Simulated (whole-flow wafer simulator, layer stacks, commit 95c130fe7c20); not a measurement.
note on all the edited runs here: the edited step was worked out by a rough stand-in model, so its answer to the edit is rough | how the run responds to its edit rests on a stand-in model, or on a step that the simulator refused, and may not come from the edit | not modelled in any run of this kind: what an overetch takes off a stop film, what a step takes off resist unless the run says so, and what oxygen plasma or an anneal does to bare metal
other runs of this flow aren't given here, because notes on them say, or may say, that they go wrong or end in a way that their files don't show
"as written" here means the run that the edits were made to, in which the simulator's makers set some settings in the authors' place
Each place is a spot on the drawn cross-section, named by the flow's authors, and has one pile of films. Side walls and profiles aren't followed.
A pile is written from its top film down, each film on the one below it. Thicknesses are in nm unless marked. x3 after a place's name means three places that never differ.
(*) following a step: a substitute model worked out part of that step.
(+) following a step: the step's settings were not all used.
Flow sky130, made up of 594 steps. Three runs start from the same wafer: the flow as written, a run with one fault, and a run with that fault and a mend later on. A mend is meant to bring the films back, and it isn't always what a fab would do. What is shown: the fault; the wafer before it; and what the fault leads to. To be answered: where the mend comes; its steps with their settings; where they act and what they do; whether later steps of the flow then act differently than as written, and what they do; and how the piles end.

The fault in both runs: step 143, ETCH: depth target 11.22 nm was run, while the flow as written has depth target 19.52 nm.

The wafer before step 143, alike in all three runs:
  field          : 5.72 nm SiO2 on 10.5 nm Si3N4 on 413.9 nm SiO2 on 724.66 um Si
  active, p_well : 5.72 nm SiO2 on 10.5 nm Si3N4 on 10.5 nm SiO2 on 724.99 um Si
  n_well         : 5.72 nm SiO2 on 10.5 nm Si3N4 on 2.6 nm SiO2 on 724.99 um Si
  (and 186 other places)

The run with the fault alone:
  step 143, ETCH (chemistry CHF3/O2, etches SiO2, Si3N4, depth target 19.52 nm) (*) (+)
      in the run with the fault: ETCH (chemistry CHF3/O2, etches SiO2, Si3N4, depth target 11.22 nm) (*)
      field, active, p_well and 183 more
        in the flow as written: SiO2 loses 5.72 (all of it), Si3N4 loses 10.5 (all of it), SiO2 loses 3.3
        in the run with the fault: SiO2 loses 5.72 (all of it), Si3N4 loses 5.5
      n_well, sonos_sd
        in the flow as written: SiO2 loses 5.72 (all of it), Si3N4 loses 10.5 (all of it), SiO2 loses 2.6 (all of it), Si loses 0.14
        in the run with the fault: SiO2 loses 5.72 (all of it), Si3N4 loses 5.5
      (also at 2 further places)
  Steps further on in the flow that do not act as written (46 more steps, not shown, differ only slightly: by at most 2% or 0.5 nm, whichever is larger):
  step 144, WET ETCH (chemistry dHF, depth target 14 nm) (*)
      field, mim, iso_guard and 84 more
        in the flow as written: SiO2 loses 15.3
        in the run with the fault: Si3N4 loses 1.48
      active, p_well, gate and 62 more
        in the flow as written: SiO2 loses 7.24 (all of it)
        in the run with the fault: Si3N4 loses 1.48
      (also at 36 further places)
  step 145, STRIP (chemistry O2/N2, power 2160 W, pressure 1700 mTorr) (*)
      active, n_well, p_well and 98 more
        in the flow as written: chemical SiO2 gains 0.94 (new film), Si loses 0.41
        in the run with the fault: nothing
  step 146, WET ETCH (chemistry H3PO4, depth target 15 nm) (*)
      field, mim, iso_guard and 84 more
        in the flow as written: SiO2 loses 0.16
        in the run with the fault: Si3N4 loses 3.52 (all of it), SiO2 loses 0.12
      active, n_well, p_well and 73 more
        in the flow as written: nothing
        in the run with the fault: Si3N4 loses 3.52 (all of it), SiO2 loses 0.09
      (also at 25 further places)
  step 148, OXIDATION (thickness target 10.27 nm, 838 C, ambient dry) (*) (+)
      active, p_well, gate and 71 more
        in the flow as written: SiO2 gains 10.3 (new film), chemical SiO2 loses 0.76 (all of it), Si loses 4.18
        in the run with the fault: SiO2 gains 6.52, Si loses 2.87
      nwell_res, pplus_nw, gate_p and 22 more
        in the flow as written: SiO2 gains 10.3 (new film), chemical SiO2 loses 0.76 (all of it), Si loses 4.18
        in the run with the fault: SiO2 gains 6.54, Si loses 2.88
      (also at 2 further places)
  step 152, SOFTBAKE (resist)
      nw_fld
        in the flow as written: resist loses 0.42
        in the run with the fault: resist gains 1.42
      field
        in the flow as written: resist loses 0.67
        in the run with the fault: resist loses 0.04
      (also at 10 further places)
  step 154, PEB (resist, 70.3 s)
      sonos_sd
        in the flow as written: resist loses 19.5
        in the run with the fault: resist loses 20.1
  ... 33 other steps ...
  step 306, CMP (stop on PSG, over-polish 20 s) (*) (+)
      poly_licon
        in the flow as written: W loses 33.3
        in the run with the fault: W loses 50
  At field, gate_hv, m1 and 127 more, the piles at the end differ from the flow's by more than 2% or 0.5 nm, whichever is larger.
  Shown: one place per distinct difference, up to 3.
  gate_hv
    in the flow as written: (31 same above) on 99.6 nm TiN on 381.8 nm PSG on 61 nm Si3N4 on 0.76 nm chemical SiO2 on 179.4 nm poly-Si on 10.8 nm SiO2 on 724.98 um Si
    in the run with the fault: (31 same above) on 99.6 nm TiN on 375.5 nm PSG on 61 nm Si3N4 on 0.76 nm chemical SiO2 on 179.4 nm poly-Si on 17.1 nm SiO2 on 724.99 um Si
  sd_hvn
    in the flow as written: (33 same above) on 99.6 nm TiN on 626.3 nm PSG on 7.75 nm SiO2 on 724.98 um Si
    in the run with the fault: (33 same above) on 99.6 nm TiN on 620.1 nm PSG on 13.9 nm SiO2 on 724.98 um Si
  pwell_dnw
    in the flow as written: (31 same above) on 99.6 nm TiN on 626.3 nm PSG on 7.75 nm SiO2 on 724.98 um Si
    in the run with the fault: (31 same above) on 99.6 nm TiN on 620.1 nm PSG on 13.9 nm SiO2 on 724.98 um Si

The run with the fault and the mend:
  The mend stands after step 143.
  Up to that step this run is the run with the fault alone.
  step 143a, ETCH (chemistry CHF3/O2, etches SiO2, Si3N4, depth target 8.296 nm) (*) (+) (a further turn of the flow's step 143, with different settings)
      field, active, p_well and 183 more
        Si3N4 loses 5 (all of it), SiO2 loses 3.3
      n_well, sonos_sd
        Si3N4 loses 5 (all of it), SiO2 loses 2.6 (all of it), Si loses 0.14
      sonos_cell, sonos_cell_x
        resist loses 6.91
  Every later step of the flow that is run acts as written, at every place that is followed, to within 2% or 0.5 nm, whichever is larger.
  The piles end the same as the flow's at every place that both follow.
